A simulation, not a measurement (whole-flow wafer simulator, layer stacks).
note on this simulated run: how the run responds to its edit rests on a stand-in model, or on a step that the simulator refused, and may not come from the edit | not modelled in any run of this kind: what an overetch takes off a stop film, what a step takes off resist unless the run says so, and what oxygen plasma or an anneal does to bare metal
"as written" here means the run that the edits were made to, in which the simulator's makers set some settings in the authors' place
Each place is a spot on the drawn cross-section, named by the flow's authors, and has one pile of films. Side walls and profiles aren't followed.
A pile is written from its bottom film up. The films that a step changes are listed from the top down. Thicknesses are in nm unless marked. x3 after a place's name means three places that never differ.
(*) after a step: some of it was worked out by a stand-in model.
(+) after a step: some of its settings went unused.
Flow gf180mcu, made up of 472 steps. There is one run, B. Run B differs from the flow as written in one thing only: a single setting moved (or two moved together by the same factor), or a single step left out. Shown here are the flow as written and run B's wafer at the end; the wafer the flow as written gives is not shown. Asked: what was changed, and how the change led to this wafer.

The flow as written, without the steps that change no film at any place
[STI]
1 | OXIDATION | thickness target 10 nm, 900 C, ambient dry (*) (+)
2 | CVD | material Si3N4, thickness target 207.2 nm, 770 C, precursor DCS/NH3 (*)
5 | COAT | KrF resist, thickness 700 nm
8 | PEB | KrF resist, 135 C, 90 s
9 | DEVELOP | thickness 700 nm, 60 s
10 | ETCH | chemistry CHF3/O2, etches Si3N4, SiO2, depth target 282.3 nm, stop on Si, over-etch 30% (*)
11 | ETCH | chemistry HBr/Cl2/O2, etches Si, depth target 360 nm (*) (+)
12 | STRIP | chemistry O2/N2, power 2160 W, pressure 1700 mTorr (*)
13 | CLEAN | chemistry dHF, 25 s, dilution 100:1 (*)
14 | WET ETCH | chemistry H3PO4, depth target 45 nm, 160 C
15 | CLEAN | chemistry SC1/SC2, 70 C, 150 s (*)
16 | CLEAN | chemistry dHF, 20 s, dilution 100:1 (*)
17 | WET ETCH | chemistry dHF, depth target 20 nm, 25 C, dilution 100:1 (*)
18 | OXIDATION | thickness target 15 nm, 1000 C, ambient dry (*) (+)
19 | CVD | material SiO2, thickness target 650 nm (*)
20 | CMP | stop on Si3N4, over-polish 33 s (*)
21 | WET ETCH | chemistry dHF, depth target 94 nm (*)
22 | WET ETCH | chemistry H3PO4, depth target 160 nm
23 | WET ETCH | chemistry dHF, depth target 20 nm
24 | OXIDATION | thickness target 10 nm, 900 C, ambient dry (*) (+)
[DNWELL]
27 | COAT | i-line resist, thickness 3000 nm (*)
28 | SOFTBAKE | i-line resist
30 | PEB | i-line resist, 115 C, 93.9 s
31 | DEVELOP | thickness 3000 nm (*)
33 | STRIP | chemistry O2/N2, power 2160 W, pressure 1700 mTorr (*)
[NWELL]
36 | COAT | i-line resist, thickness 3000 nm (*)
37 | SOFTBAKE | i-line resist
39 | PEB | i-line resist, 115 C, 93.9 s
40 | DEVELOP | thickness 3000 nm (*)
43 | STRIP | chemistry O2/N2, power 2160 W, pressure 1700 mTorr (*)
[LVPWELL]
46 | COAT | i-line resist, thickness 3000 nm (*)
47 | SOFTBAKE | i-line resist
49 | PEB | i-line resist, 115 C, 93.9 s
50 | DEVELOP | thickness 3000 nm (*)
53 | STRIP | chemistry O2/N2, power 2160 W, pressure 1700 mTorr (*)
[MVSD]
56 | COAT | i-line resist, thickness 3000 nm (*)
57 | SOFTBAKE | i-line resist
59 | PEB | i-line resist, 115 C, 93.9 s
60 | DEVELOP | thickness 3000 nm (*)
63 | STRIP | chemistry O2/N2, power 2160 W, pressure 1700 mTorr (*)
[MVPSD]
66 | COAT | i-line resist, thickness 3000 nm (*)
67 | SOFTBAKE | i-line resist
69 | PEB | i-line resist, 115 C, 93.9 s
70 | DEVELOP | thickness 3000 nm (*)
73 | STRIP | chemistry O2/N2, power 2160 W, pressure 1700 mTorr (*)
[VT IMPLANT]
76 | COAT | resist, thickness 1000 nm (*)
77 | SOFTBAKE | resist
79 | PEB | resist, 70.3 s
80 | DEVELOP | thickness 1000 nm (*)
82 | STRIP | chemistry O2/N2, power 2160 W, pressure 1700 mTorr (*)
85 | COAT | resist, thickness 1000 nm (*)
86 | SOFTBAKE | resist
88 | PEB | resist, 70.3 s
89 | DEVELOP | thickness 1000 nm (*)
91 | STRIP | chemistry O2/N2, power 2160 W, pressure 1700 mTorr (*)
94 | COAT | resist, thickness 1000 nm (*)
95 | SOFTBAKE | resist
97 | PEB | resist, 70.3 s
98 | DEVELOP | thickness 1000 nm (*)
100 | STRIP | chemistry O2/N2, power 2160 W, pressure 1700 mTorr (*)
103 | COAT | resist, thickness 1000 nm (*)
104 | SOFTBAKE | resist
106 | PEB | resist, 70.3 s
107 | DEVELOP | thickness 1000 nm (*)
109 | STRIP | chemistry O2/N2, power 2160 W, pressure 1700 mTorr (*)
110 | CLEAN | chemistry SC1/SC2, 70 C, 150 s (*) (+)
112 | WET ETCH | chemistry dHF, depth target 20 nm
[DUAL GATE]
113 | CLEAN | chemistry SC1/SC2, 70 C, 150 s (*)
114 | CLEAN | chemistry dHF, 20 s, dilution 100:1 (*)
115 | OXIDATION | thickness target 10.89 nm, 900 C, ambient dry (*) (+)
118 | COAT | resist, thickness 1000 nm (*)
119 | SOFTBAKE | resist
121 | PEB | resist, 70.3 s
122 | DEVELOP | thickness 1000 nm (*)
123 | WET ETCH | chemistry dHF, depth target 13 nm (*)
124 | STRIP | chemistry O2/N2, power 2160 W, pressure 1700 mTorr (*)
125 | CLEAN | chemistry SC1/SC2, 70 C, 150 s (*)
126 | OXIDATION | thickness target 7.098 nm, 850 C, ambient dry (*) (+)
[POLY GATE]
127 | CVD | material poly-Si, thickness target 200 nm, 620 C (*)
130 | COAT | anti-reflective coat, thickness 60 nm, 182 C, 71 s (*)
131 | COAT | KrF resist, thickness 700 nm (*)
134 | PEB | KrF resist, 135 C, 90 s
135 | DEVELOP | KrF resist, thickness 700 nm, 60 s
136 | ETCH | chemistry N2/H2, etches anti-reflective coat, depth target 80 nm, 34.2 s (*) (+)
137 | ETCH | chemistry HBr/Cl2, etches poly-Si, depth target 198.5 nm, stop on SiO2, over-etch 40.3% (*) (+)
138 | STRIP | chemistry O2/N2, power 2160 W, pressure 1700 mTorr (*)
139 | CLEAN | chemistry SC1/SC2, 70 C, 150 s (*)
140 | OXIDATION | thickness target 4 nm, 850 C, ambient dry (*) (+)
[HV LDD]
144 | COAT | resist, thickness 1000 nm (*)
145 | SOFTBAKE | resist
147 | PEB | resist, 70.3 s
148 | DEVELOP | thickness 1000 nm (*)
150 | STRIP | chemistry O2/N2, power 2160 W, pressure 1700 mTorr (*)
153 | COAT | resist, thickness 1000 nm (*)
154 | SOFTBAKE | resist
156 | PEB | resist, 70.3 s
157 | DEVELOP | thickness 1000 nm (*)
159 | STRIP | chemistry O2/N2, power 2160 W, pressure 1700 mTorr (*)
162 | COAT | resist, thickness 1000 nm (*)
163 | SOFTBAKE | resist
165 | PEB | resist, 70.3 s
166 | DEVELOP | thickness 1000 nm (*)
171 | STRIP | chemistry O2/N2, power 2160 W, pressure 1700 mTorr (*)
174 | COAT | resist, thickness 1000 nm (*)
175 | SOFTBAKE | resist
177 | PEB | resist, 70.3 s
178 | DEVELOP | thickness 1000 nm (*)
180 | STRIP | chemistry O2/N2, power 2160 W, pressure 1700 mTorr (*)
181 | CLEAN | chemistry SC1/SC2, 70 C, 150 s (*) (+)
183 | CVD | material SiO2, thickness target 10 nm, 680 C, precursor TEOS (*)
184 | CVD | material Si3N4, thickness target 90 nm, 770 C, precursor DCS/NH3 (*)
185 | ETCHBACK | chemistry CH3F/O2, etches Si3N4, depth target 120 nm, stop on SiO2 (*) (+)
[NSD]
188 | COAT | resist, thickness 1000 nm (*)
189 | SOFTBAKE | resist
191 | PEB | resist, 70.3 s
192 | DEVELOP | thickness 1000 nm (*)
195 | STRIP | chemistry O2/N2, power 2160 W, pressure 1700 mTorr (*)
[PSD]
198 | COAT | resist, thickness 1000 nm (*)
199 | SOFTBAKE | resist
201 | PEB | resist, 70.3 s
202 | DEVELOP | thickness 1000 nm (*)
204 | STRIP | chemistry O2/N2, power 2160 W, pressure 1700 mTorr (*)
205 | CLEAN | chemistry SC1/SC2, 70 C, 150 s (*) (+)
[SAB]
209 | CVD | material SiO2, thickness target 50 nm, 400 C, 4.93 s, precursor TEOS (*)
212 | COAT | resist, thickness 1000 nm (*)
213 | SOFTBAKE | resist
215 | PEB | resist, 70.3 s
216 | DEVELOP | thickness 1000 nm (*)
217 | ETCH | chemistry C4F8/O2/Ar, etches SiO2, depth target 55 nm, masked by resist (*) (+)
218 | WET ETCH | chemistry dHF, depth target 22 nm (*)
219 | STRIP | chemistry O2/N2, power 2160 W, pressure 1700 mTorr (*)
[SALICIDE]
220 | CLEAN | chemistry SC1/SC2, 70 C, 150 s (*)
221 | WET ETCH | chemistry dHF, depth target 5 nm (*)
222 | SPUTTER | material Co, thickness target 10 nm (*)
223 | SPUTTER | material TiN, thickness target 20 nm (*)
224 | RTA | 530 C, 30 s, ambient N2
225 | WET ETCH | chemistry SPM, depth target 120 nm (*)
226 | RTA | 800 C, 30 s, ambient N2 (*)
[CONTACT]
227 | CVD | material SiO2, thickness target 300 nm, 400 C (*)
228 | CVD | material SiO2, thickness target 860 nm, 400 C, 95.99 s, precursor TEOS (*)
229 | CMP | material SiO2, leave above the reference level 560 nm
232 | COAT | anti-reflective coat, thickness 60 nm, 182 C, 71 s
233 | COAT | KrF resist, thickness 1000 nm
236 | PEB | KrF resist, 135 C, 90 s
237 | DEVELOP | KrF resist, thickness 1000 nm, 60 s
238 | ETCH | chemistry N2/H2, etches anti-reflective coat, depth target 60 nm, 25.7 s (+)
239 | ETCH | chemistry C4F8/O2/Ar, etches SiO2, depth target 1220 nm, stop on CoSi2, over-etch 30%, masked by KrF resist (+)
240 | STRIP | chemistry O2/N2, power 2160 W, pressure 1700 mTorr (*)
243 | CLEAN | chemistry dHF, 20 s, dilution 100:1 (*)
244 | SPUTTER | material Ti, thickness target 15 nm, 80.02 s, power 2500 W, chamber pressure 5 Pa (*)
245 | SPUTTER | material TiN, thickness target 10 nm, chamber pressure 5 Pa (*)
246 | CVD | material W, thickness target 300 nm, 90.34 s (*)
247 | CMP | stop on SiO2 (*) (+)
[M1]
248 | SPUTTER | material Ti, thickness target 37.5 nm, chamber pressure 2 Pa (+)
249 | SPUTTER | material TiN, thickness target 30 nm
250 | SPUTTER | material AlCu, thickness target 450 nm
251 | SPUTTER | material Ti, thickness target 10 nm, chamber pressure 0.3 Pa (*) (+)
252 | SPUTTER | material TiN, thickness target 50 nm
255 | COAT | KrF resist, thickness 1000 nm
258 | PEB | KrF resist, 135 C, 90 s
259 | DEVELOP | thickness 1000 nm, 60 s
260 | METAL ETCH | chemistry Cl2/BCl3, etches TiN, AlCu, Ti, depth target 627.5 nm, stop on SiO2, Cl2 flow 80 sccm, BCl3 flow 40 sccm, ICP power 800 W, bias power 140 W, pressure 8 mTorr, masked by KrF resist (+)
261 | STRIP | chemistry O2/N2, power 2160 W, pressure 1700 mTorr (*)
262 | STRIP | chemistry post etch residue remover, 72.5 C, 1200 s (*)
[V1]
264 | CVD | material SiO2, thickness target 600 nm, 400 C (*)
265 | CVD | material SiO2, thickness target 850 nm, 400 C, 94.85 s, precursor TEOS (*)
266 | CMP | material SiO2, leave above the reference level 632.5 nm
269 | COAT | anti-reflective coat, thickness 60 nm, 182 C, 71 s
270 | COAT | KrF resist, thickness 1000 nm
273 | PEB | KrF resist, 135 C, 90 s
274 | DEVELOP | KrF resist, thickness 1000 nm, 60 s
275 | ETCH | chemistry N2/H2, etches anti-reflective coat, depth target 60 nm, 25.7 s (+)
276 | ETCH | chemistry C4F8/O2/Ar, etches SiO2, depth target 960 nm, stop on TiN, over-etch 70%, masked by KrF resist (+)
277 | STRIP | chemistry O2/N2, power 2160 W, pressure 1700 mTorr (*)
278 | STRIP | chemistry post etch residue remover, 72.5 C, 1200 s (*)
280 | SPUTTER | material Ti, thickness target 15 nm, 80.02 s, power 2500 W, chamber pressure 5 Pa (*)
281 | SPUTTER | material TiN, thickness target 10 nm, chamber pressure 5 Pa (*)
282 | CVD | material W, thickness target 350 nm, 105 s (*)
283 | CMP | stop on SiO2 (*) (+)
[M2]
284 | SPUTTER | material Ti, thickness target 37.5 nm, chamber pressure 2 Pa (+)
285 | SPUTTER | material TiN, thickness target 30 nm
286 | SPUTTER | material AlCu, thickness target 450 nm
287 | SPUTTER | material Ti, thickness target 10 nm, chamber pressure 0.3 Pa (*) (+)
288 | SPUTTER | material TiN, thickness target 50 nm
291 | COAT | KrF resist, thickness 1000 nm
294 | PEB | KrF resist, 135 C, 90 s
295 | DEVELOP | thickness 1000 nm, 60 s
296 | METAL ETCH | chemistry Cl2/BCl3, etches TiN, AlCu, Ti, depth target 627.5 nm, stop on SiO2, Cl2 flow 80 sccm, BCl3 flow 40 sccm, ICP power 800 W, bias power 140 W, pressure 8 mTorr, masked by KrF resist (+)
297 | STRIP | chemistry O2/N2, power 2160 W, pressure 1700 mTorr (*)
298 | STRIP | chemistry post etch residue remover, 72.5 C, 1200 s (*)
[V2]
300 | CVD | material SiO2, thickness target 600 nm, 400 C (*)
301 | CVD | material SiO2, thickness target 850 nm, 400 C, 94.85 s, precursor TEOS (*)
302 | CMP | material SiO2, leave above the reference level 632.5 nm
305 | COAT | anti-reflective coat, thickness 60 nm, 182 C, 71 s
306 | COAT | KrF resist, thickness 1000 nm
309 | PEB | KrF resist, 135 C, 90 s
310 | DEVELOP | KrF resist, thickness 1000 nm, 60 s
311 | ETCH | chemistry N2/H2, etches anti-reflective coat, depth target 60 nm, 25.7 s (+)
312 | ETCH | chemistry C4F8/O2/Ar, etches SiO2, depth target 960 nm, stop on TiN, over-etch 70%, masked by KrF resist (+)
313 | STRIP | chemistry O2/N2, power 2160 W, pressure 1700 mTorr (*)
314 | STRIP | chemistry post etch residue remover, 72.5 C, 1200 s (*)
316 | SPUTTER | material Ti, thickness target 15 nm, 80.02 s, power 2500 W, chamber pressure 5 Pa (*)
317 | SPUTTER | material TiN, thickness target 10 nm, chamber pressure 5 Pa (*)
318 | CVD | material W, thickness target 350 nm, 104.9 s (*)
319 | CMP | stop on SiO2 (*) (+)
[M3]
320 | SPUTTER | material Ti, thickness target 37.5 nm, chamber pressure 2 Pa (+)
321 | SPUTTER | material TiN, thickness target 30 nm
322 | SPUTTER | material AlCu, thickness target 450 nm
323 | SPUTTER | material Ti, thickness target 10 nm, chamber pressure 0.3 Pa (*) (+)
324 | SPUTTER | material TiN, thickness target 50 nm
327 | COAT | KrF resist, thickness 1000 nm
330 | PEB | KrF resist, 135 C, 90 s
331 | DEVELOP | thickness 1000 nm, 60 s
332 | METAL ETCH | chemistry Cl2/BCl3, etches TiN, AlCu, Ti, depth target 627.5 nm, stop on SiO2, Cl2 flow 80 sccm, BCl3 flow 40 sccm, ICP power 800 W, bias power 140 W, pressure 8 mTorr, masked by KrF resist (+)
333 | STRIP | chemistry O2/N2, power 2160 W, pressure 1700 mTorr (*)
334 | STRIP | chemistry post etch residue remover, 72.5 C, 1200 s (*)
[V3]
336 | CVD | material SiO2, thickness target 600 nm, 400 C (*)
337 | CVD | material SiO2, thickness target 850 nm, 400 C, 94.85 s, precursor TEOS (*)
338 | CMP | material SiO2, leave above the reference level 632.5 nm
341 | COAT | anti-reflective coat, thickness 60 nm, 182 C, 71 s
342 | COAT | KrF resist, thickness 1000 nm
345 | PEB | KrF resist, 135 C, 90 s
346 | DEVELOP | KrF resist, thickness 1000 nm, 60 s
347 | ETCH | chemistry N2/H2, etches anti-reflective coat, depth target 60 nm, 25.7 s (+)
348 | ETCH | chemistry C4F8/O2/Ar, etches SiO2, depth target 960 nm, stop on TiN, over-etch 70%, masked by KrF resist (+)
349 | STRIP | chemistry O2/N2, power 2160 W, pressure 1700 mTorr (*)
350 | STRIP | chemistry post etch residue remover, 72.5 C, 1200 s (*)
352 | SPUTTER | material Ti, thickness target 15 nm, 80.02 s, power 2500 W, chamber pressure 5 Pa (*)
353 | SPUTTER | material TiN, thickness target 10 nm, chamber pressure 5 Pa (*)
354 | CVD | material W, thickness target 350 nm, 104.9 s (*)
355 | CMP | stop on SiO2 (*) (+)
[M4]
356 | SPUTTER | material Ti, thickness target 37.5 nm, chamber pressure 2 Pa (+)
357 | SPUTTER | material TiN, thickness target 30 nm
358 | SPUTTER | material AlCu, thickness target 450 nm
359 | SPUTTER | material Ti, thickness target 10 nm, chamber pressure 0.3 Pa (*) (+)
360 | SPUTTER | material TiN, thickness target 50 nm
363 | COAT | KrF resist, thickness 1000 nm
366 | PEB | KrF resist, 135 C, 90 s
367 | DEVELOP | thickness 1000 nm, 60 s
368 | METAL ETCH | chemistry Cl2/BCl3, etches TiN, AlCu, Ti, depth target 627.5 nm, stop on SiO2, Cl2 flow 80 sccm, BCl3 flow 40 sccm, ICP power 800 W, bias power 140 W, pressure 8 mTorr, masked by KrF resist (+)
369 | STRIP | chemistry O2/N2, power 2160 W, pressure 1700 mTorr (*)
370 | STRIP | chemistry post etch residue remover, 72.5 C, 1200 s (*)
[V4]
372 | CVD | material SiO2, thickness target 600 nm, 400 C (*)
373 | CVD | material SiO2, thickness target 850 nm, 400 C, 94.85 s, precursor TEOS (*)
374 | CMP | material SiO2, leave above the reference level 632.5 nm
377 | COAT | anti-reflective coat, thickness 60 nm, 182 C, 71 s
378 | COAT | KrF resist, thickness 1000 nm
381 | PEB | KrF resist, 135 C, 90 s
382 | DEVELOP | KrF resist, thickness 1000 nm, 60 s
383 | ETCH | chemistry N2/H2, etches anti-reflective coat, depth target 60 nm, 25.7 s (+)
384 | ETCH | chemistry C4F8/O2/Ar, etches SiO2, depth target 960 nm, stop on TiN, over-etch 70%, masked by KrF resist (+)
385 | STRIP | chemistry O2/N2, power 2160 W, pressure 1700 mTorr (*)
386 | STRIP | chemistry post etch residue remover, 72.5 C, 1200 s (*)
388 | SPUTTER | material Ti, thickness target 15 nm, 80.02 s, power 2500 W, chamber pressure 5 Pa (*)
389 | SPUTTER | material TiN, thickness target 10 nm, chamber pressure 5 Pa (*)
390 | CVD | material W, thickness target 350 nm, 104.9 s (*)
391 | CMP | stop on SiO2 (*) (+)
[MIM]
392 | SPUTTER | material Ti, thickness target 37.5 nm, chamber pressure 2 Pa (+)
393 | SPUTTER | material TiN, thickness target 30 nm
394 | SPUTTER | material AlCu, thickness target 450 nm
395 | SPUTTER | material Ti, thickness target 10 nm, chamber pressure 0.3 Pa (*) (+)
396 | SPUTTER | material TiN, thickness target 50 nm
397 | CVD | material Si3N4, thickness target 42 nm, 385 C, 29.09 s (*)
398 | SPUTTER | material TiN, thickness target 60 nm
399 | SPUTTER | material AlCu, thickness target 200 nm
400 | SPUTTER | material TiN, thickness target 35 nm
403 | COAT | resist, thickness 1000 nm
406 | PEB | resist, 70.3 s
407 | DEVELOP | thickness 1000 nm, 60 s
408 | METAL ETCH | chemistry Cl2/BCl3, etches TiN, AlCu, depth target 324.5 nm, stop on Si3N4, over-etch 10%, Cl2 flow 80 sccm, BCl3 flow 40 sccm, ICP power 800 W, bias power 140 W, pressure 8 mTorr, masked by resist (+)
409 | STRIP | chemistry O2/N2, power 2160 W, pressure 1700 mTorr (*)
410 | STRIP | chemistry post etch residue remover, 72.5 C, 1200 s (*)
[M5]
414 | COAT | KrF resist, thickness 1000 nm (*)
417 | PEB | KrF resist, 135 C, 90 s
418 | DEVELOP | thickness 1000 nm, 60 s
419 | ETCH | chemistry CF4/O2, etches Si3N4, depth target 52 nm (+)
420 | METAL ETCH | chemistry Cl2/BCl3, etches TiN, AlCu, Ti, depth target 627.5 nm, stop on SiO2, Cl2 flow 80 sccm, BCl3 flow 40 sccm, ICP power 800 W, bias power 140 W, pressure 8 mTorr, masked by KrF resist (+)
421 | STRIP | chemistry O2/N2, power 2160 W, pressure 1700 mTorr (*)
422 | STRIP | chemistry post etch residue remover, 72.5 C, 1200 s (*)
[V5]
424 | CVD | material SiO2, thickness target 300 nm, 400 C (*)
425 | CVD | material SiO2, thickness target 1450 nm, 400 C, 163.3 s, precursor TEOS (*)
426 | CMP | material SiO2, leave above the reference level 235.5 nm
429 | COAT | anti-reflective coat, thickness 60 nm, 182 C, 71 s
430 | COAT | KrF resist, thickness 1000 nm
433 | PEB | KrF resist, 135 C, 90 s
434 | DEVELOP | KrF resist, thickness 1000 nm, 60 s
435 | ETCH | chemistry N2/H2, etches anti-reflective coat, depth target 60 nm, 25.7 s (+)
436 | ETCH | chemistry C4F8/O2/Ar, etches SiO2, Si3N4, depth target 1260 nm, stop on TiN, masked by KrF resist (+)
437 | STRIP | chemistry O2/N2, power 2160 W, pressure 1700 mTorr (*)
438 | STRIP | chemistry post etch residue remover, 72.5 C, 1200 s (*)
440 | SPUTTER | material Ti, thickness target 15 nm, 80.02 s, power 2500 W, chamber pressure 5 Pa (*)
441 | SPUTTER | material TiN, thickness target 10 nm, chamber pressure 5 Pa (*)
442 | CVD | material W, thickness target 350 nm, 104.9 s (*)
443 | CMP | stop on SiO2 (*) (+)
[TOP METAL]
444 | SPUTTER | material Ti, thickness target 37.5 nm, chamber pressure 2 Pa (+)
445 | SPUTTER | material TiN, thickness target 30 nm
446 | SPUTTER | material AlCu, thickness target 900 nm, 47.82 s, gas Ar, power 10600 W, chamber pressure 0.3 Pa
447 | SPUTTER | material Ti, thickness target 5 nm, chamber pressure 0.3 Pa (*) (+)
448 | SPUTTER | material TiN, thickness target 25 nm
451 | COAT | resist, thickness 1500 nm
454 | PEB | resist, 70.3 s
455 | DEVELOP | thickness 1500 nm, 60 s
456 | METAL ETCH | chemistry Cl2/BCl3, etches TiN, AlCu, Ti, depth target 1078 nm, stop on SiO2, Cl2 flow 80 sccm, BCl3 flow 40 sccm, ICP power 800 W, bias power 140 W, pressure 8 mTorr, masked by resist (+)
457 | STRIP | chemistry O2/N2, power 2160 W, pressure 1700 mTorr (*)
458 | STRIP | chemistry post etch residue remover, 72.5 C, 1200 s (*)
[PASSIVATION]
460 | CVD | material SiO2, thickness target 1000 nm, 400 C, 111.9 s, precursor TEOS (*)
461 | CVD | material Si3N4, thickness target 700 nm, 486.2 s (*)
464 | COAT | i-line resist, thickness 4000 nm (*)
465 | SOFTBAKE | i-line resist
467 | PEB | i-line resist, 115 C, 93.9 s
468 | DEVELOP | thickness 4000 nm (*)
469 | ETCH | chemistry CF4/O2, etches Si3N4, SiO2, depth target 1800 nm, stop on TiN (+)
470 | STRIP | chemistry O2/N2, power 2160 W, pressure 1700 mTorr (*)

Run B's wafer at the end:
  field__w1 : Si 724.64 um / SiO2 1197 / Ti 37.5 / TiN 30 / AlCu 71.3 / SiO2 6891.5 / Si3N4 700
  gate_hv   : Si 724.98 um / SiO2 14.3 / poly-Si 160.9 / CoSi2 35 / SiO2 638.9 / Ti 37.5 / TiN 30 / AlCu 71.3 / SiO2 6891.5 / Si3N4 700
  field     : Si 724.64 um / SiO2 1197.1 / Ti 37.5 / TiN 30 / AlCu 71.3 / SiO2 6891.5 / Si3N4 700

Cause: step 260, METAL ETCH: depth target 433 nm was run, while the flow as written has depth target 627.5 nm.

The path from the change to this, step by step:
  260 | METAL ETCH | chemistry Cl2/BCl3, etches TiN, AlCu, Ti, depth target 627.5 nm, stop on SiO2, Cl2 flow 80 sccm, BCl3 flow 40 sccm, ICP power 800 W, bias power 140 W, pressure 8 mTorr, masked by KrF resist (+)
      field, field__w1, field__w2 and 99 more: TiN loses 50 (all of it), Ti loses 10 (all of it), AlCu loses 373 (it would be, as written: TiN loses 50 (all of it), Ti loses 10 (all of it), AlCu loses 450 (all of it), TiN loses 30 (all of it), Ti loses 37.5 (all of it))
      field__w8, contact, m1 and 6 more: KrF resist loses 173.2 (it would be, as written: KrF resist loses 251)
  261 | STRIP | chemistry O2/N2, power 2160 W, pressure 1700 mTorr (*)
      field__w8, contact, m1 and 6 more: KrF resist loses 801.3 (all of it) (it would be, as written: KrF resist loses 723.5 (all of it))
  262 | STRIP | chemistry post etch residue remover, 72.5 C, 1200 s (*)
      field, field__w1, field__w2 and 99 more: AlCu loses 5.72 (it would be, as written: nothing)
  264 | CVD | material SiO2, thickness target 600 nm, 400 C (*)
      field, field__w1, field__w2 and 99 more: SiO2 gains 600 (new film) (it would be, as written: SiO2 gains 600)
  266 | CMP | material SiO2, leave above the reference level 632.5 nm
      field, field__w1, field__w2 and 99 more: SiO2 loses 438.8 (it would be, as written: SiO2 loses 300)
If metal films that touch count as one body, field__w1 has 1 body; the flow as written gives 0 bodies.
If metal films that touch count as one body, gate_hv has 2 bodies (between them, from the top down: SiO2 638.9); the flow as written gives 1 body.
If metal films that touch count as one body, field has 1 body; the flow as written gives 0 bodies.
